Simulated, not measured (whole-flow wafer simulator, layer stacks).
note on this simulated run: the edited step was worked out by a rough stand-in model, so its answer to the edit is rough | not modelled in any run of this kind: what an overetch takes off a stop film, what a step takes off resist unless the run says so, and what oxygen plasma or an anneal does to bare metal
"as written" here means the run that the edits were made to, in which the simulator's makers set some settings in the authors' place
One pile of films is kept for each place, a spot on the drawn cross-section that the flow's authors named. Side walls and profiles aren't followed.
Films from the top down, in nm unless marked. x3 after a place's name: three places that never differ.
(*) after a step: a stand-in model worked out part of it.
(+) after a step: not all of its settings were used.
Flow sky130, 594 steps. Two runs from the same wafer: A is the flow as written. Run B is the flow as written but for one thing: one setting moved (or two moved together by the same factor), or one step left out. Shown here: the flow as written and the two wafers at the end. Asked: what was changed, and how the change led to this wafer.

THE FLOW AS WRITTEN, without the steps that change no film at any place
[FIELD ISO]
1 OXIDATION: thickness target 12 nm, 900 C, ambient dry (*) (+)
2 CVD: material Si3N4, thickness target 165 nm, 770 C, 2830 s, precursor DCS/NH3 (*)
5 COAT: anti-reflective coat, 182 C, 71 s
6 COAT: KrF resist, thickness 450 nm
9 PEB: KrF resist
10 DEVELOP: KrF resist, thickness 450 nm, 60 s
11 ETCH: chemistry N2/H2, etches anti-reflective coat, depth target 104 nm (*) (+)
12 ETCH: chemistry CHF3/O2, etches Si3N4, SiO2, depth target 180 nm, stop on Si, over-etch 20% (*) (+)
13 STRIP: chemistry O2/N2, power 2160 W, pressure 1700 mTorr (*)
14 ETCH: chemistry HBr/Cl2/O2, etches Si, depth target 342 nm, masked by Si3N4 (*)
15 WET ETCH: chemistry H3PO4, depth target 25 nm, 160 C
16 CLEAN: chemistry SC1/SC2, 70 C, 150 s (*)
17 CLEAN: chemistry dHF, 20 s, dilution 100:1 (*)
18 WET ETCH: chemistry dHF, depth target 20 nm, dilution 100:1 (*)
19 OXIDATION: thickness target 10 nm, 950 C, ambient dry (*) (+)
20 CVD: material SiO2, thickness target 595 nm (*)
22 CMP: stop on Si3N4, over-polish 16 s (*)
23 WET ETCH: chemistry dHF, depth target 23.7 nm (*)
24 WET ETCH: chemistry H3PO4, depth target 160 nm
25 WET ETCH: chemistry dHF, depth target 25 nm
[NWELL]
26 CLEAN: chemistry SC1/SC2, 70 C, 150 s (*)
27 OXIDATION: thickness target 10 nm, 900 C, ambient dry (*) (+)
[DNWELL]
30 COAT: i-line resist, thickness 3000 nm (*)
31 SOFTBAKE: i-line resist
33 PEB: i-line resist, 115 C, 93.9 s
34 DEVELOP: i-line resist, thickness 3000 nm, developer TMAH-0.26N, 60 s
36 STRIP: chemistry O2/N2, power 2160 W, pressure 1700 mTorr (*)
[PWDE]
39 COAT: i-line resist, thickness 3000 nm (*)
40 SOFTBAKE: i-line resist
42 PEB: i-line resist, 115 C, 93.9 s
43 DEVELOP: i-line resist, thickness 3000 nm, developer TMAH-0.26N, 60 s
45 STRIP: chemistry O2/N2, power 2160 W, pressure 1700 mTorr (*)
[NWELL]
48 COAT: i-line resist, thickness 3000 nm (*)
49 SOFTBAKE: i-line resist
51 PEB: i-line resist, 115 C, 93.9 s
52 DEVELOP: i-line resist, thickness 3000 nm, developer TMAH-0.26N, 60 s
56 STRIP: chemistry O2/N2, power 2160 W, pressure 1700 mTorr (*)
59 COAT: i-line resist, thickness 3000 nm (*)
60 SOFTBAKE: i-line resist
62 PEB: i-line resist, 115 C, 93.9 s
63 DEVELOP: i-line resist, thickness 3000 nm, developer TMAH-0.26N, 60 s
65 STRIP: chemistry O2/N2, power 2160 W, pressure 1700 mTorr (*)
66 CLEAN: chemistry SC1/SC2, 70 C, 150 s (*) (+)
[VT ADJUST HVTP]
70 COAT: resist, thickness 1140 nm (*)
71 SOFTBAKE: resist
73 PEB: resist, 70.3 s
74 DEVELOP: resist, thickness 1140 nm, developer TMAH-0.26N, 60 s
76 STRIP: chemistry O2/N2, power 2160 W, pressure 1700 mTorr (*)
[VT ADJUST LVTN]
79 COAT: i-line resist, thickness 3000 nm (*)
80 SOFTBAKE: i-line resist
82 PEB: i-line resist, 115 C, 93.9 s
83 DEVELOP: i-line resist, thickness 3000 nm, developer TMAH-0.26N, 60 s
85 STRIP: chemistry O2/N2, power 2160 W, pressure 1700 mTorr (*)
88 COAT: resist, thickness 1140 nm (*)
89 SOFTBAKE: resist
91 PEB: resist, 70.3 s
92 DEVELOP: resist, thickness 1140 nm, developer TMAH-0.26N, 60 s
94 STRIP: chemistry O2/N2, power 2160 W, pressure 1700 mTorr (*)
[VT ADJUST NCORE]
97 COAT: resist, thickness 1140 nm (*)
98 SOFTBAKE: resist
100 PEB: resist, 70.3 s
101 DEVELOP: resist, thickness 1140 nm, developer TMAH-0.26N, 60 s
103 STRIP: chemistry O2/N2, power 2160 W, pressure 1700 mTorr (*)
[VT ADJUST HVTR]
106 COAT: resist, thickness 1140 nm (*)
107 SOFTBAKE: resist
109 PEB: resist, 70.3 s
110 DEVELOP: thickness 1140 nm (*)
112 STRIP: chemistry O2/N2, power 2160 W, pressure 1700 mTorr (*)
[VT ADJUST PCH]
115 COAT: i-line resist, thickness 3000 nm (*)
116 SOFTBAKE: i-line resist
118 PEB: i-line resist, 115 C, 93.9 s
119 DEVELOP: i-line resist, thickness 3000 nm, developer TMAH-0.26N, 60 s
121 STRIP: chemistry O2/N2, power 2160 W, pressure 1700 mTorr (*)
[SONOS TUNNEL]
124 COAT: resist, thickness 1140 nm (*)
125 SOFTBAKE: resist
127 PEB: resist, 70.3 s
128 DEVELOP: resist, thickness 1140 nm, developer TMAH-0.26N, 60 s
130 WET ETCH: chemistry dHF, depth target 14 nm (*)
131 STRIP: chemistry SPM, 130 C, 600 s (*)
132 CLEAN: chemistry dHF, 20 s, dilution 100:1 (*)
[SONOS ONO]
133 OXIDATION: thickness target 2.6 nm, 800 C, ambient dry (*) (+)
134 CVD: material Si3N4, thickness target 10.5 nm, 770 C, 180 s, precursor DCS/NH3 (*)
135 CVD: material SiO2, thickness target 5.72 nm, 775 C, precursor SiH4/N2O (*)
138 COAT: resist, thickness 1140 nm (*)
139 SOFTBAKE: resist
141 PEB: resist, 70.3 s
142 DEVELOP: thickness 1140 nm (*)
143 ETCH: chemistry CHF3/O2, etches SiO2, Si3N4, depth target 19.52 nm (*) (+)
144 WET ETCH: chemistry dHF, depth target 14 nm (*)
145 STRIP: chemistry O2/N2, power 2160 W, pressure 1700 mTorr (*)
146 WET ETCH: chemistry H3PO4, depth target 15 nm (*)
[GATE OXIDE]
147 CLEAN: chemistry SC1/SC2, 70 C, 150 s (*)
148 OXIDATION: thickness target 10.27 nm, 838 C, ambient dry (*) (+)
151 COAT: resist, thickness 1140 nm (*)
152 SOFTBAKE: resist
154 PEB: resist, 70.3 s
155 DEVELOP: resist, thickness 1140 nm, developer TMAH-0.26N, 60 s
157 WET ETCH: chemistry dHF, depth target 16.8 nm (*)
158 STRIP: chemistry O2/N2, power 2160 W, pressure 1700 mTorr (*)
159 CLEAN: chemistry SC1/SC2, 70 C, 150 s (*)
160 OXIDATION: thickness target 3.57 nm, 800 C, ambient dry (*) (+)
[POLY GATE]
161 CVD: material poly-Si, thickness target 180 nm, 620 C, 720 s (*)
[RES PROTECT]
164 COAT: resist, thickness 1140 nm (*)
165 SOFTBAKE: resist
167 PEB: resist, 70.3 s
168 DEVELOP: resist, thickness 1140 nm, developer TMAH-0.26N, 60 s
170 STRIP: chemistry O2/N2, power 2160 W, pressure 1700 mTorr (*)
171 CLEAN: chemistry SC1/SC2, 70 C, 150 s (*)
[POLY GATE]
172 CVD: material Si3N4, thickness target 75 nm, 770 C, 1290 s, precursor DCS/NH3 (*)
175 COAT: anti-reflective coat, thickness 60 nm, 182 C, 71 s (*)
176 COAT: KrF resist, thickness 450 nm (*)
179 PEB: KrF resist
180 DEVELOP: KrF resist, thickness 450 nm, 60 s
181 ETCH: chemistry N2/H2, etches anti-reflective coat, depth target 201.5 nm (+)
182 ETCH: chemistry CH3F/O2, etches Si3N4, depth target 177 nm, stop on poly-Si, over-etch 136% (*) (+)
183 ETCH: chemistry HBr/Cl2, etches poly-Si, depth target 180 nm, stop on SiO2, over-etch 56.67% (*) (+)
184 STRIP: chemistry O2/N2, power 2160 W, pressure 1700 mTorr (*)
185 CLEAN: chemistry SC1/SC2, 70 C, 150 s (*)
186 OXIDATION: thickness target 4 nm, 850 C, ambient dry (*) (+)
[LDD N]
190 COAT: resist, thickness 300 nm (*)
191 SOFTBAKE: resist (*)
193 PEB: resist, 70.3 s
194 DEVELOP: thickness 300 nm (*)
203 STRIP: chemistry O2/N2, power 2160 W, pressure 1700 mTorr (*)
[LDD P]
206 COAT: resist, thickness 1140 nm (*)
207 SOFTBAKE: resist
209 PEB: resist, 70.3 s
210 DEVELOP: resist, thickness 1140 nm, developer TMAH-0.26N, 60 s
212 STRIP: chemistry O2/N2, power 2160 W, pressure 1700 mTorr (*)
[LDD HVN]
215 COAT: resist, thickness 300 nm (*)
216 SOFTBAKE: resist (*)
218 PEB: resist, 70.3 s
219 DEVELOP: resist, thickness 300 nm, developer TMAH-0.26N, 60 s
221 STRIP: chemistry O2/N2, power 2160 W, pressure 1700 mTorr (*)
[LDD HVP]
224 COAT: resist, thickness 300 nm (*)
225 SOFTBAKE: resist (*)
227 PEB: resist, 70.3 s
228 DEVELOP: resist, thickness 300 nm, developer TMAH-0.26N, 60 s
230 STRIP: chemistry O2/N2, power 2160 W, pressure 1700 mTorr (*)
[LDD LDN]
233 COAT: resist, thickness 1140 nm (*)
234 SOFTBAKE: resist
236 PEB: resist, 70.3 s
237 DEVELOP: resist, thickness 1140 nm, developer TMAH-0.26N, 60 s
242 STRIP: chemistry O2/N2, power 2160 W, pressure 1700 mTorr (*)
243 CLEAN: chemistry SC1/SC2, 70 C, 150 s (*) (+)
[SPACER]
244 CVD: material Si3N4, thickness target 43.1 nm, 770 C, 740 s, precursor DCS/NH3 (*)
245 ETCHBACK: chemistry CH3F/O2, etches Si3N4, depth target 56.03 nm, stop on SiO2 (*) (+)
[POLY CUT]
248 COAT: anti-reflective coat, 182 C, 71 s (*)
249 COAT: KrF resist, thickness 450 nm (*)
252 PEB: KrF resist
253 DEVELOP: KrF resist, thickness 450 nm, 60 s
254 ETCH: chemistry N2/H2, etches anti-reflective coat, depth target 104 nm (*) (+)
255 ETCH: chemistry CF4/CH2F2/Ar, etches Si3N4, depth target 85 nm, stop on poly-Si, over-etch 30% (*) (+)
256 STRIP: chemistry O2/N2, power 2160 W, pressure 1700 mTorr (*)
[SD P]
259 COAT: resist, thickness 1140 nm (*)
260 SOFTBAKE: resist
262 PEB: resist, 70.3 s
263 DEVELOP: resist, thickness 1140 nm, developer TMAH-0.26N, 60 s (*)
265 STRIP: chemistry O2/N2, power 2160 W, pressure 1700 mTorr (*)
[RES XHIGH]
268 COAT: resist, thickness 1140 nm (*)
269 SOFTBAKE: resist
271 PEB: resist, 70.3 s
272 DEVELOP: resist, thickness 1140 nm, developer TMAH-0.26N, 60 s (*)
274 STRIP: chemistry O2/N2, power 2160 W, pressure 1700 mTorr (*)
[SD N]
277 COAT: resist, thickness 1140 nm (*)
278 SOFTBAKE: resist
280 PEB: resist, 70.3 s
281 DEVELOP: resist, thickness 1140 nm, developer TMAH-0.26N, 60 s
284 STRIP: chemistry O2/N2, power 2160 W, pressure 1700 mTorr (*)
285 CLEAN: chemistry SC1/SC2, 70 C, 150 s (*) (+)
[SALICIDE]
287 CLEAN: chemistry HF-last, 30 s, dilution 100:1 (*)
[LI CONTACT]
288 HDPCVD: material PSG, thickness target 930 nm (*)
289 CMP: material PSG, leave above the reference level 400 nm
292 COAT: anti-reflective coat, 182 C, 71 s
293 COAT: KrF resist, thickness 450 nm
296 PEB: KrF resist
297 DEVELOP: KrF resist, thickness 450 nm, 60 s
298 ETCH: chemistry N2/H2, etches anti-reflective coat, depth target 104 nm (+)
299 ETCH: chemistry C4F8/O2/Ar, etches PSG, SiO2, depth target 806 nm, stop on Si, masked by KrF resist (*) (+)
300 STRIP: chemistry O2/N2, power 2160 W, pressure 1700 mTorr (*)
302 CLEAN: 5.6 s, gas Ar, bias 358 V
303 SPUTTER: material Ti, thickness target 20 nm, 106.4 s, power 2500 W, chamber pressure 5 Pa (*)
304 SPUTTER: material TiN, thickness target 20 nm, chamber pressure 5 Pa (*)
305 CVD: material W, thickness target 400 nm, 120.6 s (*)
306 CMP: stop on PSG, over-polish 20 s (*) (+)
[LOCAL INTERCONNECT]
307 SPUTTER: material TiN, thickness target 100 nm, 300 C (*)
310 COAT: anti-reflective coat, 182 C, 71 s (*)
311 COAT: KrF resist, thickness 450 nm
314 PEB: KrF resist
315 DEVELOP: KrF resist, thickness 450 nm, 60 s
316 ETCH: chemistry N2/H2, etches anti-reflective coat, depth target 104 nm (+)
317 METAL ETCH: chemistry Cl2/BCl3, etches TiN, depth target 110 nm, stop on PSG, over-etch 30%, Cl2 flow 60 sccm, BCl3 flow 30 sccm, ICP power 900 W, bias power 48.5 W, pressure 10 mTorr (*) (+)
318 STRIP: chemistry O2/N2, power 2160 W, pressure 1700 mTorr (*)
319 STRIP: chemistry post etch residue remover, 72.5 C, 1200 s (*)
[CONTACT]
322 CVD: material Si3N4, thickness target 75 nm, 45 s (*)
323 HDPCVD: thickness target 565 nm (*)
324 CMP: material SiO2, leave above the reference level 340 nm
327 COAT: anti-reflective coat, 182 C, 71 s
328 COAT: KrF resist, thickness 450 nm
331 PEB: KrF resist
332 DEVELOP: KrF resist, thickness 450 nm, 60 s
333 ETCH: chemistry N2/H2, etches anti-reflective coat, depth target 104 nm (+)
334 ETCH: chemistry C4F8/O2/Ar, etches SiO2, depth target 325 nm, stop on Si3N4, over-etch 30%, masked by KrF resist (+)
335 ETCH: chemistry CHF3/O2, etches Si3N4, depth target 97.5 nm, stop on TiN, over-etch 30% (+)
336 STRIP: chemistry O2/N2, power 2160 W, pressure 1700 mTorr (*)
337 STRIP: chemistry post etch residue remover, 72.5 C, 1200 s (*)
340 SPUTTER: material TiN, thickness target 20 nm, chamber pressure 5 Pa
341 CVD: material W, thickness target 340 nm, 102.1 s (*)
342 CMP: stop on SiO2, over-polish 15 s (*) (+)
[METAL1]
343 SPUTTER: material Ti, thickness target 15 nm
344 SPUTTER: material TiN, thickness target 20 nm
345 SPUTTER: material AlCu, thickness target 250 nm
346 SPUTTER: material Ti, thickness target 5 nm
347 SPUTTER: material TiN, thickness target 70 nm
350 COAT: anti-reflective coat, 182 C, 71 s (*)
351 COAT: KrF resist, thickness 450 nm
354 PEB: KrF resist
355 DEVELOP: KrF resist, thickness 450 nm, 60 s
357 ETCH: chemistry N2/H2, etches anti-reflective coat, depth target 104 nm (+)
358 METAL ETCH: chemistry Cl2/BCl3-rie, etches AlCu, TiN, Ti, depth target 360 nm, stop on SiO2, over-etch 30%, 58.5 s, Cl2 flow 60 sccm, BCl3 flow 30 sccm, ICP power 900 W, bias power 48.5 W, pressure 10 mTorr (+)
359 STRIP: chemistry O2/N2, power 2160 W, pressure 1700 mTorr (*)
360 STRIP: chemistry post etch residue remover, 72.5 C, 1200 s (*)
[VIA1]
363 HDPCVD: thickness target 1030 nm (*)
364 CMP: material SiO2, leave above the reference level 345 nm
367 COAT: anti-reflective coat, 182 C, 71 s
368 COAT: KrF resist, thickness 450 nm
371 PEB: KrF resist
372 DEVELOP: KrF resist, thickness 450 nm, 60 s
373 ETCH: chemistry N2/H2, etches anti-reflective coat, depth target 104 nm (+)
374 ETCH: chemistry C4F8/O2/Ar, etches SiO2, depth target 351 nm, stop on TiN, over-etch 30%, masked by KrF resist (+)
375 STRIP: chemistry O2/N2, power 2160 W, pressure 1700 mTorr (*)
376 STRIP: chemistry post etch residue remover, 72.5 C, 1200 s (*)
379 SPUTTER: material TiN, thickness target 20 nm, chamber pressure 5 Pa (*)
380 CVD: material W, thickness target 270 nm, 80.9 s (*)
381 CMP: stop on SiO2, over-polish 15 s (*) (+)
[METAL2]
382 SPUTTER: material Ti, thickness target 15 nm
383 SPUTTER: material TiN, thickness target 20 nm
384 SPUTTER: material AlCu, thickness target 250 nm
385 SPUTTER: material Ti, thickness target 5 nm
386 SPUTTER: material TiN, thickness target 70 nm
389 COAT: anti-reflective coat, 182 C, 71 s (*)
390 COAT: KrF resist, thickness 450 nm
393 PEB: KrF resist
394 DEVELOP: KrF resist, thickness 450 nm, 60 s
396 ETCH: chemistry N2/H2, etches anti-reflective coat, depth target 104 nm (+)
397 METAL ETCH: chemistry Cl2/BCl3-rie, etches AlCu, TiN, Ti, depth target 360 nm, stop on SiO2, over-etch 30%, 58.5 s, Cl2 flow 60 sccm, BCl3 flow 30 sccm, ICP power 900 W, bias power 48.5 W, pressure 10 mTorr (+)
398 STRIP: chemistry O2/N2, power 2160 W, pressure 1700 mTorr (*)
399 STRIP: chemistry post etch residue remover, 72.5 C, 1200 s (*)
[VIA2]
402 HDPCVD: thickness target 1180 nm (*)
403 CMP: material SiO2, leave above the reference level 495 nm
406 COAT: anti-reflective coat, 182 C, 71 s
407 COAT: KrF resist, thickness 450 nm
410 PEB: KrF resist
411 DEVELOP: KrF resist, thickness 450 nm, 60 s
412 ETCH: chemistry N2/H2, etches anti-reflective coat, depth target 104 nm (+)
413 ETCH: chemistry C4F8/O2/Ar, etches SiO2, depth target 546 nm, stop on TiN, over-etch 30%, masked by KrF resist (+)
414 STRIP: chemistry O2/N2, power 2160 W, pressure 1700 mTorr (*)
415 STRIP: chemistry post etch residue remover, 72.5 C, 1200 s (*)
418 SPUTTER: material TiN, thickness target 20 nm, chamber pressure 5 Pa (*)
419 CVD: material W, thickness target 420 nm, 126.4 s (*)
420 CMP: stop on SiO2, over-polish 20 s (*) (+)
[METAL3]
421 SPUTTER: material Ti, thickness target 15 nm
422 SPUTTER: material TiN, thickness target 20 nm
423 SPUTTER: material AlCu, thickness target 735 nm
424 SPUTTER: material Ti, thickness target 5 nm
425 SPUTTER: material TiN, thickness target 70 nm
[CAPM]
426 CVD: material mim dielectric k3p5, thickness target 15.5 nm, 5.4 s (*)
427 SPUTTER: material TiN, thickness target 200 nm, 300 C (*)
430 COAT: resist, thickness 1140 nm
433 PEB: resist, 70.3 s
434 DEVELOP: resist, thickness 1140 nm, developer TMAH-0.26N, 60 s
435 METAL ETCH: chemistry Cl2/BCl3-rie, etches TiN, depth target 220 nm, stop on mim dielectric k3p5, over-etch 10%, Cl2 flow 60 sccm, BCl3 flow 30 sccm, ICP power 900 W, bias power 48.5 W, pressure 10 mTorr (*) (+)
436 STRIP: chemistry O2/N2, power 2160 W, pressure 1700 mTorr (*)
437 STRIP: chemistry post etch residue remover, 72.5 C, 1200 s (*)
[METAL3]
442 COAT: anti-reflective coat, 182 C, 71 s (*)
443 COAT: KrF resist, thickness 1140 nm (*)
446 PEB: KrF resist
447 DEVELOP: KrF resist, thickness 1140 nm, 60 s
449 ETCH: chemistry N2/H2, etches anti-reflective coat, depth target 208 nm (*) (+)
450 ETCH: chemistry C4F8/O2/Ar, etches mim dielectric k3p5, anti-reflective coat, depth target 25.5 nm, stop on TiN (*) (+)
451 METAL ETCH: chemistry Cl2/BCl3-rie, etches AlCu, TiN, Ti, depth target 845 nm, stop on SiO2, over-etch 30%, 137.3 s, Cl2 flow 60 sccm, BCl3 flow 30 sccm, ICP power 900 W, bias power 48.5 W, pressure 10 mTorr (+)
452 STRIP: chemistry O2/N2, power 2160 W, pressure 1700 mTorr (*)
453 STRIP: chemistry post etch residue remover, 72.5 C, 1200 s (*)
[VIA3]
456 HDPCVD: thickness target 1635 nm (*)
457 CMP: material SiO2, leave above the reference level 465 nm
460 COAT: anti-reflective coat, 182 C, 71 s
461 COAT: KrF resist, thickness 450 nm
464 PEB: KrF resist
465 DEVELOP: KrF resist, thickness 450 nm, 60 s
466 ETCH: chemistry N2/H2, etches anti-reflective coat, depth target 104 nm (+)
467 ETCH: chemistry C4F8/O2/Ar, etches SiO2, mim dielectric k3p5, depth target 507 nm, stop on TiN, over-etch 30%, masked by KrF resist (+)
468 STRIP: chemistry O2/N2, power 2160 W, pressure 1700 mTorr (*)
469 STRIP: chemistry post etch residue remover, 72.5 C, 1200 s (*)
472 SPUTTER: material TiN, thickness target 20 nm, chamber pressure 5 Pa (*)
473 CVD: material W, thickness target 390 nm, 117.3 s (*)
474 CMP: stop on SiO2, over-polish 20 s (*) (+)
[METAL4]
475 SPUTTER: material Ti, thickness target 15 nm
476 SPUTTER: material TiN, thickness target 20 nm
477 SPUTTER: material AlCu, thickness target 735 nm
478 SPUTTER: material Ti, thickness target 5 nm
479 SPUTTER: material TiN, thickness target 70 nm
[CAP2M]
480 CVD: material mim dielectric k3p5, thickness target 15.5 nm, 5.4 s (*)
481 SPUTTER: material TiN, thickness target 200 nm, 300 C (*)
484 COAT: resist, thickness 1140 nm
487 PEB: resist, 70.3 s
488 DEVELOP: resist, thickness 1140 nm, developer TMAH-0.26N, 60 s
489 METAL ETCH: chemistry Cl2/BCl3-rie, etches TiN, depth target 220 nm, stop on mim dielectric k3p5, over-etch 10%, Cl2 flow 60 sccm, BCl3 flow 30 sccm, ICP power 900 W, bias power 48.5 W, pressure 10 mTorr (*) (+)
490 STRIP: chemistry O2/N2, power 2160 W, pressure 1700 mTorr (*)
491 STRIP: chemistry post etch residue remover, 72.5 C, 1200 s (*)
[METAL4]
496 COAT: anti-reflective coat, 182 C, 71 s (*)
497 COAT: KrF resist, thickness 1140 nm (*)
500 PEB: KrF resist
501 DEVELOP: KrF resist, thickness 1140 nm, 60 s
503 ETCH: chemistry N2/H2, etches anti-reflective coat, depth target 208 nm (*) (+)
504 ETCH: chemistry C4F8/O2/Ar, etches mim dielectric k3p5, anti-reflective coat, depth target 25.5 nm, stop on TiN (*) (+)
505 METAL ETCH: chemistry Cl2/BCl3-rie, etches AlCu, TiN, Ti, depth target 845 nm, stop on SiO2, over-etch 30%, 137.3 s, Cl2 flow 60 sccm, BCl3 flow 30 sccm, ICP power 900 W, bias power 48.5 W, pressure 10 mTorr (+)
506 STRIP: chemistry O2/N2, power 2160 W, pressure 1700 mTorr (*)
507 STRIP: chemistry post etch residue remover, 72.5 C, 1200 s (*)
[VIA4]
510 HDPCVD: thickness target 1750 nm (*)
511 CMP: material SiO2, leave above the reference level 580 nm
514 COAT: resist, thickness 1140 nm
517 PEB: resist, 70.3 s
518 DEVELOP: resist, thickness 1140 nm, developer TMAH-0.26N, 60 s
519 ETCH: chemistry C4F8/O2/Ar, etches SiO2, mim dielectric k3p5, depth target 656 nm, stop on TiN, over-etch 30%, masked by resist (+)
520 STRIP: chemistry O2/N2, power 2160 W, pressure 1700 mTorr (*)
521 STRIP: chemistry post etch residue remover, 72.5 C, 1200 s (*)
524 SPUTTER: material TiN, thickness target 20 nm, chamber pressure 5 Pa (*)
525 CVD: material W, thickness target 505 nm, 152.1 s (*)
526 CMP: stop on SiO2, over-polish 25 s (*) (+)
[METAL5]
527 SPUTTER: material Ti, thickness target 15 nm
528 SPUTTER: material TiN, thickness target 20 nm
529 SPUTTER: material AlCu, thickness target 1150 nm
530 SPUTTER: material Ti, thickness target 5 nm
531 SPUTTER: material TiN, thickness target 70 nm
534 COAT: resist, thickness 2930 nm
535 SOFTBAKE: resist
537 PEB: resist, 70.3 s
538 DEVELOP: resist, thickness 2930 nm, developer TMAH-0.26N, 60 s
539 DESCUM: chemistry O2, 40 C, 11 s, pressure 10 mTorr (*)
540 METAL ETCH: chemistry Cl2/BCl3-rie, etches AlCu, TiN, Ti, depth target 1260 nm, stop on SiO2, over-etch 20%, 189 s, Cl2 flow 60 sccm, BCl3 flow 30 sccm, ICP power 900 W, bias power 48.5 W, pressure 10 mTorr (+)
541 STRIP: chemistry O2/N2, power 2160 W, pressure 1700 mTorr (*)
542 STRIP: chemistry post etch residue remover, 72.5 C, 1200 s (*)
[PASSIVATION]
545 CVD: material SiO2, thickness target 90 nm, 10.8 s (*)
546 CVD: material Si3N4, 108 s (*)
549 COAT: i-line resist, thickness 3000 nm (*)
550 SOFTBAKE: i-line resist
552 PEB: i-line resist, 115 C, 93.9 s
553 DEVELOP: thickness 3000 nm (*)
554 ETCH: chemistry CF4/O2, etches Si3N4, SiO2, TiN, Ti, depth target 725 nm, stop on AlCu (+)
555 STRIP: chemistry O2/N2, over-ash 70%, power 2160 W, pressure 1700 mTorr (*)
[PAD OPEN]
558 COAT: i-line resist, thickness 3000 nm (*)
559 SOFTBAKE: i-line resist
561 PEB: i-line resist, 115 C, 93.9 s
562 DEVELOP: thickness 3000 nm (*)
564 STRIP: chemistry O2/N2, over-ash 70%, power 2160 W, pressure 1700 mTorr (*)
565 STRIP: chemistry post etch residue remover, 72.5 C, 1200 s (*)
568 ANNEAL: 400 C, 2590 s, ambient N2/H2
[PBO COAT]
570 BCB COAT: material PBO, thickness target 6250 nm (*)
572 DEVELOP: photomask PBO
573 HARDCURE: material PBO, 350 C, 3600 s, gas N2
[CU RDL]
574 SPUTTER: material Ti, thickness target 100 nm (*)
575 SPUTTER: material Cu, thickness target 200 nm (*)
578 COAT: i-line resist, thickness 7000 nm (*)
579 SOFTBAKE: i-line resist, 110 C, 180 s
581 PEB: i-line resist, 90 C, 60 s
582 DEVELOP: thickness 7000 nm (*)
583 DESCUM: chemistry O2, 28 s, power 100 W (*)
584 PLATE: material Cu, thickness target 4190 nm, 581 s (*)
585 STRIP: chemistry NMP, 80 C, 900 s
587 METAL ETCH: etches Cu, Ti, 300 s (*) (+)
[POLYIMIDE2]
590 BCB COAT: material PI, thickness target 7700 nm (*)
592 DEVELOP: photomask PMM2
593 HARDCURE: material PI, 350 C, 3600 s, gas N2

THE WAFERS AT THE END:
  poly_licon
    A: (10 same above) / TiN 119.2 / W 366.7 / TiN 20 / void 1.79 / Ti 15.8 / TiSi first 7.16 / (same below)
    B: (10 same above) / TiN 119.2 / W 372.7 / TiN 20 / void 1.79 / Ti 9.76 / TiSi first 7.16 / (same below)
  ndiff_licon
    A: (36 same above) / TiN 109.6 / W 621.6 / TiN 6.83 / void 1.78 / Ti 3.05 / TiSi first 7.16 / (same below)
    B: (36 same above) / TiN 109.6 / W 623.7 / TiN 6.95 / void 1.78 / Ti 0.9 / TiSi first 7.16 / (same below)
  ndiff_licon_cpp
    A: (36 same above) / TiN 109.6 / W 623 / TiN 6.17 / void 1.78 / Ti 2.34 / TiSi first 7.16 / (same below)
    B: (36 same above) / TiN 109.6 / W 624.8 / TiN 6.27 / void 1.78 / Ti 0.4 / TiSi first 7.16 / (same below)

The cause: step 303, SPUTTER: 74.46 s was run, where the flow has 106.4 s.

How the change led to this, step by step:
  303 SPUTTER: material Ti, thickness target 20 nm, 106.4 s, power 2500 W, chamber pressure 5 Pa (*)
      field, active, n_well and 185 more: A Ti +20 (new film) | B Ti +13.9 (new film)
      ndiff_licon: A Ti +7.24 (new film) | B Ti +5.09 (new film)
      (and at 2 more places)
  306 CMP: stop on PSG, over-polish 20 s (*) (+)
      field, active, n_well and 184 more: A W -400 (all of it), TiN -20 (all of it), Ti -20 (all of it), PSG -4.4 | B W -400 (all of it), TiN -20 (all of it), Ti -13.9 (all of it), PSG -4.4
      poly_licon: A W -33.3 | B W -27.3
